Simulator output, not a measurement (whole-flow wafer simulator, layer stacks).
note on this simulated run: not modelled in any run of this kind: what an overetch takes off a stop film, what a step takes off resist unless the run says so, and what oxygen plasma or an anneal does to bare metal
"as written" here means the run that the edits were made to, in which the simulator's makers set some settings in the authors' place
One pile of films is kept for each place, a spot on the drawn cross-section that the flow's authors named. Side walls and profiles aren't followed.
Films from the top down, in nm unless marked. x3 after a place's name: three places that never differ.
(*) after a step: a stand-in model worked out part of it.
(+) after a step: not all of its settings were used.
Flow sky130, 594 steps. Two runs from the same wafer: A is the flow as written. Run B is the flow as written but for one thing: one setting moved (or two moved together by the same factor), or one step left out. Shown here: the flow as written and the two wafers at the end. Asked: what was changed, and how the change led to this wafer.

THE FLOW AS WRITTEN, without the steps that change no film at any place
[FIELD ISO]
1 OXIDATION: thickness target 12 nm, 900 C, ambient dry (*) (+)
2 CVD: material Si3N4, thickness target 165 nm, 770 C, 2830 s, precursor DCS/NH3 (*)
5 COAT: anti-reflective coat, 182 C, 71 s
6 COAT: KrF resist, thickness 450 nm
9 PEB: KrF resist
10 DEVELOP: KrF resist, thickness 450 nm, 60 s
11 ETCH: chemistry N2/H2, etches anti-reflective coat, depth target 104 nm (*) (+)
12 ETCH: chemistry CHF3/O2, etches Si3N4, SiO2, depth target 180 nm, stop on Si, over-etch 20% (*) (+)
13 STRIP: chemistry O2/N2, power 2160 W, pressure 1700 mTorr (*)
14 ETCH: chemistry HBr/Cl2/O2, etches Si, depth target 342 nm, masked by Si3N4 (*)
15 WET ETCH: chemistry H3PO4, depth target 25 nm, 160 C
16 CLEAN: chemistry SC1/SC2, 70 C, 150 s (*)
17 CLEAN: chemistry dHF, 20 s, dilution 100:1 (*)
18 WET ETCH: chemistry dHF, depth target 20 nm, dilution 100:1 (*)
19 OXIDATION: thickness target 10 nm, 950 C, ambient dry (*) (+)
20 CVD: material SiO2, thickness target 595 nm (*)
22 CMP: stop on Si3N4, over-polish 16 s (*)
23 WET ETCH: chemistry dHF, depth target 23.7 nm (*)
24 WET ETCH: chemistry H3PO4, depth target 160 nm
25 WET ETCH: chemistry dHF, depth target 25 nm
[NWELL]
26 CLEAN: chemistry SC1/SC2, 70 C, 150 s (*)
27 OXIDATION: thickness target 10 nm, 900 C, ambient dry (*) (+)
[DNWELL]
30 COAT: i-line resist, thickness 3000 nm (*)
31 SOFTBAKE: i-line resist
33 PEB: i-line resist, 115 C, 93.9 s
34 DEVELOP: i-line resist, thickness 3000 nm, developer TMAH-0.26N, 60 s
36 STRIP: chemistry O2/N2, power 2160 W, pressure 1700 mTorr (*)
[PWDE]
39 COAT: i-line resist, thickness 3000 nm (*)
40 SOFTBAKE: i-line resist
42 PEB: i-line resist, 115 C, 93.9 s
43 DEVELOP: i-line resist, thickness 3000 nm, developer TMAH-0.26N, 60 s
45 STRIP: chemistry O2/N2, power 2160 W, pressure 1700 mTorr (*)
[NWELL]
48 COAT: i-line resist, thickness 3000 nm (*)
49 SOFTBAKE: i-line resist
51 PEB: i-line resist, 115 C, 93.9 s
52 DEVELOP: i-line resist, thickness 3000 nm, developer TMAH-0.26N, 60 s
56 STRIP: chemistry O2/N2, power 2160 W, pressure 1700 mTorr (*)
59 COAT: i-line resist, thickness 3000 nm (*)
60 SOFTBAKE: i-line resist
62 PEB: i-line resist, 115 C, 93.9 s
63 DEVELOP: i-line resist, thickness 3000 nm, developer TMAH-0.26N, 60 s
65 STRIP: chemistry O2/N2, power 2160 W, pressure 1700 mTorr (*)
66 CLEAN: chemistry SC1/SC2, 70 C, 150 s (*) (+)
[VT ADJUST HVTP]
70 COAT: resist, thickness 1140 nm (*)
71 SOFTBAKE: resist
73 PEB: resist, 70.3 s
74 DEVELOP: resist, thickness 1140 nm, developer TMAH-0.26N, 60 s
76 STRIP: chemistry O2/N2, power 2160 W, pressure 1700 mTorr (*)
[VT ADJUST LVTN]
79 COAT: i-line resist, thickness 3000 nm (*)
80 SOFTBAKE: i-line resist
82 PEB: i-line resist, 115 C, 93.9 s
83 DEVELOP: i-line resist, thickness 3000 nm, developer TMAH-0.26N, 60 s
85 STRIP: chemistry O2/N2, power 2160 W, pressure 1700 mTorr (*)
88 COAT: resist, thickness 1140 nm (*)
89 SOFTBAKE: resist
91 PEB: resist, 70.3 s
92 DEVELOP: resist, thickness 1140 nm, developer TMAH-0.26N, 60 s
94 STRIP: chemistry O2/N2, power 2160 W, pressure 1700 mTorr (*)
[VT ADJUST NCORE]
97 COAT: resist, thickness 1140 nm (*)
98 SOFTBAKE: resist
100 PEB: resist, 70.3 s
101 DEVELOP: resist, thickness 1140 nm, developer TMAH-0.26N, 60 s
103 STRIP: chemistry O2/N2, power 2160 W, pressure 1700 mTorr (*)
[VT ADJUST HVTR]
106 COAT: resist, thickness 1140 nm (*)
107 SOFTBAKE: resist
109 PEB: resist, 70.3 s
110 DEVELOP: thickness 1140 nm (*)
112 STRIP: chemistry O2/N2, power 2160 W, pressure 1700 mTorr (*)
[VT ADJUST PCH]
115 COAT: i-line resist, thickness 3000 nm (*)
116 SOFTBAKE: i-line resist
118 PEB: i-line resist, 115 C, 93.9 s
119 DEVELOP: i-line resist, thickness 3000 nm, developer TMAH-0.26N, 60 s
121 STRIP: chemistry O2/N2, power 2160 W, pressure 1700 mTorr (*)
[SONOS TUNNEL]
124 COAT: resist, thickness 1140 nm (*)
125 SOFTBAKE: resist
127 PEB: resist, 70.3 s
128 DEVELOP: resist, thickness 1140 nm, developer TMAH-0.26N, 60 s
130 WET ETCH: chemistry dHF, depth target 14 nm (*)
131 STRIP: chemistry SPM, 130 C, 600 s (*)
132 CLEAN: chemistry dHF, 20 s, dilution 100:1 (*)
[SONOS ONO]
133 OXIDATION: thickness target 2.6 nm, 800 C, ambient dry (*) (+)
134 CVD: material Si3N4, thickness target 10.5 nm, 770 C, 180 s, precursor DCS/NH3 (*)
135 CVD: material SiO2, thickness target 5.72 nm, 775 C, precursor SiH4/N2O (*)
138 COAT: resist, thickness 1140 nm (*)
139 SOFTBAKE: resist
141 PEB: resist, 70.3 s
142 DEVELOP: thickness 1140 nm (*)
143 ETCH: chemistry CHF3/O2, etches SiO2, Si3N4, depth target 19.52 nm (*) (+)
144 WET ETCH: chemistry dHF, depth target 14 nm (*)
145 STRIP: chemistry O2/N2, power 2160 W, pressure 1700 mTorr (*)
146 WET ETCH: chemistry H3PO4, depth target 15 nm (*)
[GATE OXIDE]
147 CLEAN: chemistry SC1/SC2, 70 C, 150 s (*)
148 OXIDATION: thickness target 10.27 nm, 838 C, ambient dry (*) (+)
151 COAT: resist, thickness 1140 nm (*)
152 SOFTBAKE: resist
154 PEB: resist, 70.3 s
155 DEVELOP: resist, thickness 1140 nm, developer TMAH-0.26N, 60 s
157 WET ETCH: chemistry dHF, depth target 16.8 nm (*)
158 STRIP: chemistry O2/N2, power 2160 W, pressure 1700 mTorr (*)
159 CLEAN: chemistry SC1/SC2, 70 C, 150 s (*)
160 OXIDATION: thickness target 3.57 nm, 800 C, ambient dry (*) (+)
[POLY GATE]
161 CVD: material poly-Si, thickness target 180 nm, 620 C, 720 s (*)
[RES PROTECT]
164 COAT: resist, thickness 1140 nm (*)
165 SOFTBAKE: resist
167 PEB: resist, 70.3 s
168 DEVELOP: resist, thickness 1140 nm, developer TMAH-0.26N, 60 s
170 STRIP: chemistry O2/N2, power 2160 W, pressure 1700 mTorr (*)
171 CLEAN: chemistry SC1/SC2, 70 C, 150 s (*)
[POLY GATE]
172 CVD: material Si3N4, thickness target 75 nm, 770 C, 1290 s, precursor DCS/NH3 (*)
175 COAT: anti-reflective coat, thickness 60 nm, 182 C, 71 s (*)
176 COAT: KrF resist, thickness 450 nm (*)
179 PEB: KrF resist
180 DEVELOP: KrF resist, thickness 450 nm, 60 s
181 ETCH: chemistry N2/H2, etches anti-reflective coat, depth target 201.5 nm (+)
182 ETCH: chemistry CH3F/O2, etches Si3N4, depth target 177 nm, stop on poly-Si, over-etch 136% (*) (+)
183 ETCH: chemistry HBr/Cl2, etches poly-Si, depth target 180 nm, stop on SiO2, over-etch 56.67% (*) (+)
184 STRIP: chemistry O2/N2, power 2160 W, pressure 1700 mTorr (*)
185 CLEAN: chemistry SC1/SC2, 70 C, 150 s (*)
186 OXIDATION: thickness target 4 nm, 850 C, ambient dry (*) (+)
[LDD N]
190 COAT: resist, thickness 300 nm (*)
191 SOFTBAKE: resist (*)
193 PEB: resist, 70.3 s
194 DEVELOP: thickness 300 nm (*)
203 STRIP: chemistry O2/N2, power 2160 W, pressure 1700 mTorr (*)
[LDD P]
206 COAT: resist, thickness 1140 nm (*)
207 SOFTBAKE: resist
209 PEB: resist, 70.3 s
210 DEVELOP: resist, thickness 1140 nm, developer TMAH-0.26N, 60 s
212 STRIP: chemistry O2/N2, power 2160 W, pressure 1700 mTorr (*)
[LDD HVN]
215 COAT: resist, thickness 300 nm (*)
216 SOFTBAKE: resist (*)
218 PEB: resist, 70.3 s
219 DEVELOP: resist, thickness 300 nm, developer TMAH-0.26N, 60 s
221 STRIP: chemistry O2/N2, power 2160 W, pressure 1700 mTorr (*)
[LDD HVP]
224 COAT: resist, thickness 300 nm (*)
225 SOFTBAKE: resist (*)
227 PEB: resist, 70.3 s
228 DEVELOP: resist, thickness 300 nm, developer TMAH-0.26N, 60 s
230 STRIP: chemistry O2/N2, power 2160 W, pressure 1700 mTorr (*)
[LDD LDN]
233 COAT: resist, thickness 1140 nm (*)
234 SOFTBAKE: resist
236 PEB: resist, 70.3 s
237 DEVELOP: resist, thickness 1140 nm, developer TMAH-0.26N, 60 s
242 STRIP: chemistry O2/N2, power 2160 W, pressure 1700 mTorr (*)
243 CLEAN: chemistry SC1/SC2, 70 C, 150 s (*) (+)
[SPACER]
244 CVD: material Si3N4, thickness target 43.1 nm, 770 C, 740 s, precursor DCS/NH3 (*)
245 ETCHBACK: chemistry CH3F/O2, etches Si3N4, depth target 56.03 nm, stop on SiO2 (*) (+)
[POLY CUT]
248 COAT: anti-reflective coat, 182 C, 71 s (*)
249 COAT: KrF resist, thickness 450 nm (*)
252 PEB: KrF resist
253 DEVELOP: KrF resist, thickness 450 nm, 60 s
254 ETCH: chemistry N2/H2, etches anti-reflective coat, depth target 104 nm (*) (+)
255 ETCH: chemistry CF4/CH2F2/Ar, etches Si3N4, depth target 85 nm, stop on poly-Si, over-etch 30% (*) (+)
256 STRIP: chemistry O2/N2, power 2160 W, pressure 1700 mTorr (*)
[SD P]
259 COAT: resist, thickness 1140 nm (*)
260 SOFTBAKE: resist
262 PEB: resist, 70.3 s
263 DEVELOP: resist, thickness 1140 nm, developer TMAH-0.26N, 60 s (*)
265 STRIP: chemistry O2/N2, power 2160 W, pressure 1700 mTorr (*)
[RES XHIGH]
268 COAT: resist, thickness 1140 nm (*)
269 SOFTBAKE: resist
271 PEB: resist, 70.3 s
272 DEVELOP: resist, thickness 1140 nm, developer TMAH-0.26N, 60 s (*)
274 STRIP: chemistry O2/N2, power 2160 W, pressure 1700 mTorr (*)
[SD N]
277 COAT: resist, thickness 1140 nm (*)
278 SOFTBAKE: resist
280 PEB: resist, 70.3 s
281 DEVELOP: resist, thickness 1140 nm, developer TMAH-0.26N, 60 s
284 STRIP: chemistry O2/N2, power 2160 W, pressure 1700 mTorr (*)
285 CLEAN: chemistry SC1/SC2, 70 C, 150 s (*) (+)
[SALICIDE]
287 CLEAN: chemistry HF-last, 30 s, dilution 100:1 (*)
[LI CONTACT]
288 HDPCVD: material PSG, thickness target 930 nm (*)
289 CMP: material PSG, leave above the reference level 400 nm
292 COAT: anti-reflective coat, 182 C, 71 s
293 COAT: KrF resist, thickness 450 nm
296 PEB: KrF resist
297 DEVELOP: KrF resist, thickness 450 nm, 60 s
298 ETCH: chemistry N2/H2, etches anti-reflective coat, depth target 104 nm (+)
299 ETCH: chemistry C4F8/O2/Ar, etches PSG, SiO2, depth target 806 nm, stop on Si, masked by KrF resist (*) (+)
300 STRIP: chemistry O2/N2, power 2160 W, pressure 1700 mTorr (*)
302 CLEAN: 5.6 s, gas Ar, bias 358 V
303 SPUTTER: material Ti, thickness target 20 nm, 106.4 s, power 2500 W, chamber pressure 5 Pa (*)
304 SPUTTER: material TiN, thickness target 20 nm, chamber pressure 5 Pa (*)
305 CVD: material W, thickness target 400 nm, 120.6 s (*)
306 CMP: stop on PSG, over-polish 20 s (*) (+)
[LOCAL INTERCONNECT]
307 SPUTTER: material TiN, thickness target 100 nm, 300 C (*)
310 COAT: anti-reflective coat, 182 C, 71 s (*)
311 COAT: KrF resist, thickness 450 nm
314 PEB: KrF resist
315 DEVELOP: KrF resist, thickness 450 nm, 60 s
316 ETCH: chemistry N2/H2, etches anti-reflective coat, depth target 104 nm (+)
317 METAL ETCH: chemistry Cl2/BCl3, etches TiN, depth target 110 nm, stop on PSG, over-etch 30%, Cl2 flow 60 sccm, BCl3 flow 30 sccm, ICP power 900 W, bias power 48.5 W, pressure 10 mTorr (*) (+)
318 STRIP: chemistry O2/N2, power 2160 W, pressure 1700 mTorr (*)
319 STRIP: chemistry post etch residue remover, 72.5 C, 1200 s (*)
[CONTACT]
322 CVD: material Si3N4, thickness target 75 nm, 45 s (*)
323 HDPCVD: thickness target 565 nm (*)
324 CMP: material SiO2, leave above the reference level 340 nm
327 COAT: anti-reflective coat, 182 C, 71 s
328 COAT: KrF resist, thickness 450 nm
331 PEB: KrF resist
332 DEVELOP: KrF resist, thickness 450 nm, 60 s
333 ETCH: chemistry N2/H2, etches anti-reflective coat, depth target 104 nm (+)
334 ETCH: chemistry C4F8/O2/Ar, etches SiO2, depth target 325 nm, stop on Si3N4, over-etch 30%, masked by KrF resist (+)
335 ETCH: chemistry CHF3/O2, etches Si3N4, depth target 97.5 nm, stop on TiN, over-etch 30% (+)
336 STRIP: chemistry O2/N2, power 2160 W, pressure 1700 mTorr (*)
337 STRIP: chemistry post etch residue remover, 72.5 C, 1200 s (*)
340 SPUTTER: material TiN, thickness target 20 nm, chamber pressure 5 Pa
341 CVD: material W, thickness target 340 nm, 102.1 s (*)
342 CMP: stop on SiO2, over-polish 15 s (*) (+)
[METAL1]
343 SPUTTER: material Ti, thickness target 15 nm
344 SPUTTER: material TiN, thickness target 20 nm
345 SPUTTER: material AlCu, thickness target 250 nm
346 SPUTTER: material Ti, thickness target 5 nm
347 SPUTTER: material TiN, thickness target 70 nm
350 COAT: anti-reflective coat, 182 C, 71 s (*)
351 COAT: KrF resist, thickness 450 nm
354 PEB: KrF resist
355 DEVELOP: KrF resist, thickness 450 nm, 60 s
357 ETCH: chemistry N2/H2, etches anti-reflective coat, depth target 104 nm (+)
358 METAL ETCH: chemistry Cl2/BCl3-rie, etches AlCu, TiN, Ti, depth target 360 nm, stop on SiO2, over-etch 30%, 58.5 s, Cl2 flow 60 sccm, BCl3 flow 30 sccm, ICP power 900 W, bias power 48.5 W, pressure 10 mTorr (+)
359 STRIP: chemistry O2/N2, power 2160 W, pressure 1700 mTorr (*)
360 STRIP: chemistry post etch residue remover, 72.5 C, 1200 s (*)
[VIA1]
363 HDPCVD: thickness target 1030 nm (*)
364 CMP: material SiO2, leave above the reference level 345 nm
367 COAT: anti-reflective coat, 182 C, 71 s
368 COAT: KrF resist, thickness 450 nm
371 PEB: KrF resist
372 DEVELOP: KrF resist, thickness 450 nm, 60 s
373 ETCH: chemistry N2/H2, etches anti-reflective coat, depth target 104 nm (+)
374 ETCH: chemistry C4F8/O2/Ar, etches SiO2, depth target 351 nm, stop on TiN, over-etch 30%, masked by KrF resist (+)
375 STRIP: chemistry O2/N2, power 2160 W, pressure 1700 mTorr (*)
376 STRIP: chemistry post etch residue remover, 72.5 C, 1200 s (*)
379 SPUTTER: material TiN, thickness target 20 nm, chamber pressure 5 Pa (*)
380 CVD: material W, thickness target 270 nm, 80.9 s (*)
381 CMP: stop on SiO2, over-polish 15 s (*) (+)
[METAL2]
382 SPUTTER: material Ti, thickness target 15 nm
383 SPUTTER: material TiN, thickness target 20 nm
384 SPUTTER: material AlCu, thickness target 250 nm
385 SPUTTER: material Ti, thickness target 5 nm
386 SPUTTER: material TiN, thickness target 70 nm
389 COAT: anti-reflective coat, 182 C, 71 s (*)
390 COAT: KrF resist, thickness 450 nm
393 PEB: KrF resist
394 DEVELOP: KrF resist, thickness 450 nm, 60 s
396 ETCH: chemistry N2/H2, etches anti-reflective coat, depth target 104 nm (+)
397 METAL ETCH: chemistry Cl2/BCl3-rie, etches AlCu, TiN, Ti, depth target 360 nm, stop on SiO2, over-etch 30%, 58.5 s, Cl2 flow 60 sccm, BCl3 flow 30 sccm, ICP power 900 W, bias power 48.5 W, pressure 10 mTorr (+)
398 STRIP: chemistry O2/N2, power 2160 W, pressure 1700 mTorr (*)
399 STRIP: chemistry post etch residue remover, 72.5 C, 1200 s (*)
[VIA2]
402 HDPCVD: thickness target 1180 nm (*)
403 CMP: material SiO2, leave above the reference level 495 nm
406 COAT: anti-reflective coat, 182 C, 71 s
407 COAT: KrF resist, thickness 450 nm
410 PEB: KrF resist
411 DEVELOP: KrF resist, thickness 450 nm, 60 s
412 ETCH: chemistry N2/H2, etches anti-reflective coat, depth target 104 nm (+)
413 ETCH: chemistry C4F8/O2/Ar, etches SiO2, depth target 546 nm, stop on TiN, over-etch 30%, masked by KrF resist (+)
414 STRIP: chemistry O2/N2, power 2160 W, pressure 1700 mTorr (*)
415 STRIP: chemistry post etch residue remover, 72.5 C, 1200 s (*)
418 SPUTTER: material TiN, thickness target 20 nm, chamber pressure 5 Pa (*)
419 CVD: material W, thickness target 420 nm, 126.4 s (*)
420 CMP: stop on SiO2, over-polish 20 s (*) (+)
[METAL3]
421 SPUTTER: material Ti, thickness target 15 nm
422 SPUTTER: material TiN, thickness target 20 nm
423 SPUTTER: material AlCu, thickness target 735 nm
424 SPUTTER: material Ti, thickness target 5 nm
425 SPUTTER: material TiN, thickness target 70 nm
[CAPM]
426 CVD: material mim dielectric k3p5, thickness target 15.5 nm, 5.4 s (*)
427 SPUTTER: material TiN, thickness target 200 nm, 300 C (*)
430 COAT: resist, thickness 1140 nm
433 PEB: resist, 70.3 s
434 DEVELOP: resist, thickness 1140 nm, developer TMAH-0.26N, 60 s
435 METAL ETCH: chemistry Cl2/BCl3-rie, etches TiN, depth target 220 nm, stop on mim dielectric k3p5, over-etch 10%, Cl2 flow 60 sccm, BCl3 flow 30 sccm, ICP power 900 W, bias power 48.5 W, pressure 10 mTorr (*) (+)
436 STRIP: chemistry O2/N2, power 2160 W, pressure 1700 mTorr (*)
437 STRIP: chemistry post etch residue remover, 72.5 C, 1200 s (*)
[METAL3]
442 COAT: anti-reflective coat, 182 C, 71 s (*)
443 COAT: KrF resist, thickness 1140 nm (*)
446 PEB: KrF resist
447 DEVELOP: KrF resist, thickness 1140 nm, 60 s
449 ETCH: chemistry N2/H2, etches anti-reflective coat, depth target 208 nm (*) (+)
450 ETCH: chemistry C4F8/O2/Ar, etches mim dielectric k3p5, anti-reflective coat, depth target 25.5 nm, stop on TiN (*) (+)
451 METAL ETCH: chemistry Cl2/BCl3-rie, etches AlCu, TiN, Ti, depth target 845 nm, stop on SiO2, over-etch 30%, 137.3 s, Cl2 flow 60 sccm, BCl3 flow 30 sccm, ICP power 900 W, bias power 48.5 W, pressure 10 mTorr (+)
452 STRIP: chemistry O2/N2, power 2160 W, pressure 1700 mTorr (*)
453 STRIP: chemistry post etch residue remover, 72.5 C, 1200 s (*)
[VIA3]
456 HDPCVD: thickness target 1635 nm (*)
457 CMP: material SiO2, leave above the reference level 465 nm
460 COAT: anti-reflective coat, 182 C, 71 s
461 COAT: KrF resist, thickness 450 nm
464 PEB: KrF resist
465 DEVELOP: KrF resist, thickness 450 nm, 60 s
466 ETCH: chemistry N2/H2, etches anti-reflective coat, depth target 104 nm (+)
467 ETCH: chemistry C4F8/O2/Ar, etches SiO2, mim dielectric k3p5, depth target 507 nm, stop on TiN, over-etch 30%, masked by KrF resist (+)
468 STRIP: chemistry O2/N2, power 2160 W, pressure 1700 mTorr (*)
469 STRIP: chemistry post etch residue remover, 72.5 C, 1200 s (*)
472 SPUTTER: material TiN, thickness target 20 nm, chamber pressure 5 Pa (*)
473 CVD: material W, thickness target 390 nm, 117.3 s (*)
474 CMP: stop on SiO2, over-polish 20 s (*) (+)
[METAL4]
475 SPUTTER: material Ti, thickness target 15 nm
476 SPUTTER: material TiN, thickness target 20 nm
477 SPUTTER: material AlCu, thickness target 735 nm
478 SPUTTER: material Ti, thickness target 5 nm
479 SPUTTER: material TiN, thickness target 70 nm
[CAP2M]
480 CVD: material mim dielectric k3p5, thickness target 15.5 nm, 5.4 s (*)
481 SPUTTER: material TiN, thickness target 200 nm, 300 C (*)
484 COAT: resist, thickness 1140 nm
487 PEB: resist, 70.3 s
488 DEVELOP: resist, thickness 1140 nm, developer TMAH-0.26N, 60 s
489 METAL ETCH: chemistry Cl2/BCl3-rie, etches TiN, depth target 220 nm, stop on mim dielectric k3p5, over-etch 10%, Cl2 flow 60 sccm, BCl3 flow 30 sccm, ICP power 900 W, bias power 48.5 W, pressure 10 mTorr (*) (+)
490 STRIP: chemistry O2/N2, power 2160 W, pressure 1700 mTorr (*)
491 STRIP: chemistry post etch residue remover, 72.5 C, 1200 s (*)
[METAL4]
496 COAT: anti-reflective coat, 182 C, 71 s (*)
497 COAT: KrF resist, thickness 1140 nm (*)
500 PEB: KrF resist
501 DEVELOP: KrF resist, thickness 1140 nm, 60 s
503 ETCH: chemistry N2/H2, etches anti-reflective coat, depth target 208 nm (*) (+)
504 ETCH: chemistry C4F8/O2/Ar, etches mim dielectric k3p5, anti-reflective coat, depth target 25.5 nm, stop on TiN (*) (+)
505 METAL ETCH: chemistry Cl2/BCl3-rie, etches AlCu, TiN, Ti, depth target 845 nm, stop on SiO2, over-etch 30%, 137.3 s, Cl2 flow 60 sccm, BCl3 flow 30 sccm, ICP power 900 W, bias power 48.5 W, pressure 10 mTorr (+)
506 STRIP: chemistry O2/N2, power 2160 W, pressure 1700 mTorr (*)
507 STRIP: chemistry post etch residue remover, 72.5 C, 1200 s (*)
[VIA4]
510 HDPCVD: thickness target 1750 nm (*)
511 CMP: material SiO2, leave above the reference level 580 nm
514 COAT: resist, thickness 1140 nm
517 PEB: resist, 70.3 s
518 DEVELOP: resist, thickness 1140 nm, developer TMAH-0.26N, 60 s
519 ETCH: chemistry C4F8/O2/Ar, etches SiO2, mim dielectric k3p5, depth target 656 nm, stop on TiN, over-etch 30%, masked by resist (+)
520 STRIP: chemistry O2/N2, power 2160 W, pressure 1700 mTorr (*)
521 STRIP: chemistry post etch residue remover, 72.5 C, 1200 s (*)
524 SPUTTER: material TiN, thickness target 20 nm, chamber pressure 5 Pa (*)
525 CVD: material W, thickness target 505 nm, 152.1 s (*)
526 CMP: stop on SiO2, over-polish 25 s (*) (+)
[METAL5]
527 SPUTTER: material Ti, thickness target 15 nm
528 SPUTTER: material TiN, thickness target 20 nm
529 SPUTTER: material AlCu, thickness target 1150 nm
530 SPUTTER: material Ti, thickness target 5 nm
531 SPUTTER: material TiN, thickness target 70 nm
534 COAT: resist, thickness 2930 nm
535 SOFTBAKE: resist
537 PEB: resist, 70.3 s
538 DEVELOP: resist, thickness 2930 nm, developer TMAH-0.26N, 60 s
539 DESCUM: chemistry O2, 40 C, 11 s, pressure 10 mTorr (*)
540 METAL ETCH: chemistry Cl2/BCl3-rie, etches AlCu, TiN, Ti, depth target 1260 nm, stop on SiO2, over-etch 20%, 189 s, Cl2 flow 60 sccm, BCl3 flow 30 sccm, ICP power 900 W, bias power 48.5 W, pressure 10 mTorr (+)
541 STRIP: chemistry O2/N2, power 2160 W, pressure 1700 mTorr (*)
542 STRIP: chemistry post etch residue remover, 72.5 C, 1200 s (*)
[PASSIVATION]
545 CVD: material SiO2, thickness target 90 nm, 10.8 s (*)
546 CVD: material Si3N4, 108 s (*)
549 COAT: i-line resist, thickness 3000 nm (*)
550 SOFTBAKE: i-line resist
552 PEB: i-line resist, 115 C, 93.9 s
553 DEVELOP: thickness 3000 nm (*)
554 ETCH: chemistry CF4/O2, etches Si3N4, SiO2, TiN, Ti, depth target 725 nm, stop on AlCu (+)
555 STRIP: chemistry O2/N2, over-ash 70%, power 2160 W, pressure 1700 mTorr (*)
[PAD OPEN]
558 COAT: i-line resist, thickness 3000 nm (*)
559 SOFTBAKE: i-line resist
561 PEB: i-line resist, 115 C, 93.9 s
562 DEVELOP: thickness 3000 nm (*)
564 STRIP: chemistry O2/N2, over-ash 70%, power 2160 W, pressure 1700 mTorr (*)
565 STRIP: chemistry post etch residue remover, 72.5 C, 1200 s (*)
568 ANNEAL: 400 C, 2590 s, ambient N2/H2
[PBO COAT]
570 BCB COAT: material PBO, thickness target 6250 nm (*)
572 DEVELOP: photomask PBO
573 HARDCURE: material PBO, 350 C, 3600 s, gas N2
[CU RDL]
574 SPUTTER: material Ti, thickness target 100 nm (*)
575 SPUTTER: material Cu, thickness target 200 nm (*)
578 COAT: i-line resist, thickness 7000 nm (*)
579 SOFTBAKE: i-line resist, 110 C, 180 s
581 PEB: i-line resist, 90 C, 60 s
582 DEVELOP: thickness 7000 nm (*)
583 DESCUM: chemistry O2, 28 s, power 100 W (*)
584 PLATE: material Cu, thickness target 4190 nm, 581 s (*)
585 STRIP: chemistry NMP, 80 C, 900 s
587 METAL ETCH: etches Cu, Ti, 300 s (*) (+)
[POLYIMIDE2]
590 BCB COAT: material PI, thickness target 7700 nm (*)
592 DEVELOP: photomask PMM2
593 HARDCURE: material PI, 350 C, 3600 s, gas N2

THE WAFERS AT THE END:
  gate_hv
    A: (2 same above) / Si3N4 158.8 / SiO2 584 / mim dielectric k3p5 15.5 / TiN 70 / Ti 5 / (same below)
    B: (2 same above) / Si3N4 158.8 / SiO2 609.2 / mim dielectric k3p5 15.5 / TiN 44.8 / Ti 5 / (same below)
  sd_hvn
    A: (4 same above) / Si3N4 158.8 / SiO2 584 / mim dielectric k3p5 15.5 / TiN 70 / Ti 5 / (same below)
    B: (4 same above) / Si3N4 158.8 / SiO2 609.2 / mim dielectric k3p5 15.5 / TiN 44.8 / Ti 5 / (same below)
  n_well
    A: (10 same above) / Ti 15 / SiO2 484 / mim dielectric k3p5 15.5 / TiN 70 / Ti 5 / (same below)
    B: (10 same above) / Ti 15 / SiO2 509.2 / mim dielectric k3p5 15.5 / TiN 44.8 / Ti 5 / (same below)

The cause: step 479, SPUTTER: thickness target 44.8 nm was run, where the flow has thickness target 70 nm.
It can be read off the wafer: gate_hv has TiN 44.8, and step 479 as written asks for 70 nm.

How the change led to this, step by step:
  479 SPUTTER: material TiN, thickness target 70 nm
      field, active, n_well and 189 more: A TiN +70 (new film) | B TiN +44.8 (new film)
  505 METAL ETCH: chemistry Cl2/BCl3-rie, etches AlCu, TiN, Ti, depth target 845 nm, stop on SiO2, over-etch 30%, 137.3 s, Cl2 flow 60 sccm, BCl3 flow 30 sccm, ICP power 900 W, bias power 48.5 W, pressure 10 mTorr (+)
      field, gate, spacer and 68 more: A TiN -70 (all of it), Ti -5 (all of it), AlCu -735 (all of it), TiN -20 (all of it), Ti -15 (all of it), SiO2 -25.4 | B TiN -44.8 (all of it), Ti -5 (all of it), AlCu -735 (all of it), TiN -20 (all of it), Ti -15 (all of it), SiO2 -27.9
      active, vpp_iso1, mim_edge_plate and 14 more: A TiN -70 (all of it), Ti -5 (all of it), AlCu -735 (all of it), TiN -20 (all of it), Ti -15 (all of it), SiO2 -25.3 | B TiN -44.8 (all of it), Ti -5 (all of it), AlCu -735 (all of it), TiN -20 (all of it), Ti -15 (all of it), SiO2 -27.9
  511 CMP: material SiO2, leave above the reference level 580 nm
      m1, via3_hole: A SiO2 -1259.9 | B SiO2 -1234.7
  519 ETCH: chemistry C4F8/O2/Ar, etches SiO2, mim dielectric k3p5, depth target 656 nm, stop on TiN, over-etch 30%, masked by resist (+)
      m1: A SiO2 -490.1 (all of it), mim dielectric k3p5 -15.5 (all of it) | B SiO2 -515.3 (all of it), mim dielectric k3p5 -15.5 (all of it)
      via4_hole: A SiO2 -489.5 (all of it), mim dielectric k3p5 -15.5 (all of it) | B SiO2 -514.7 (all of it), mim dielectric k3p5 -15.5 (all of it)
  525 CVD: material W, thickness target 505 nm, 152.1 s (*)
      m1: A W +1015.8 (new film) | B W +1041.1 (new film)
      via4_hole: A W +1015.2 (new film) | B W +1040.5 (new film)
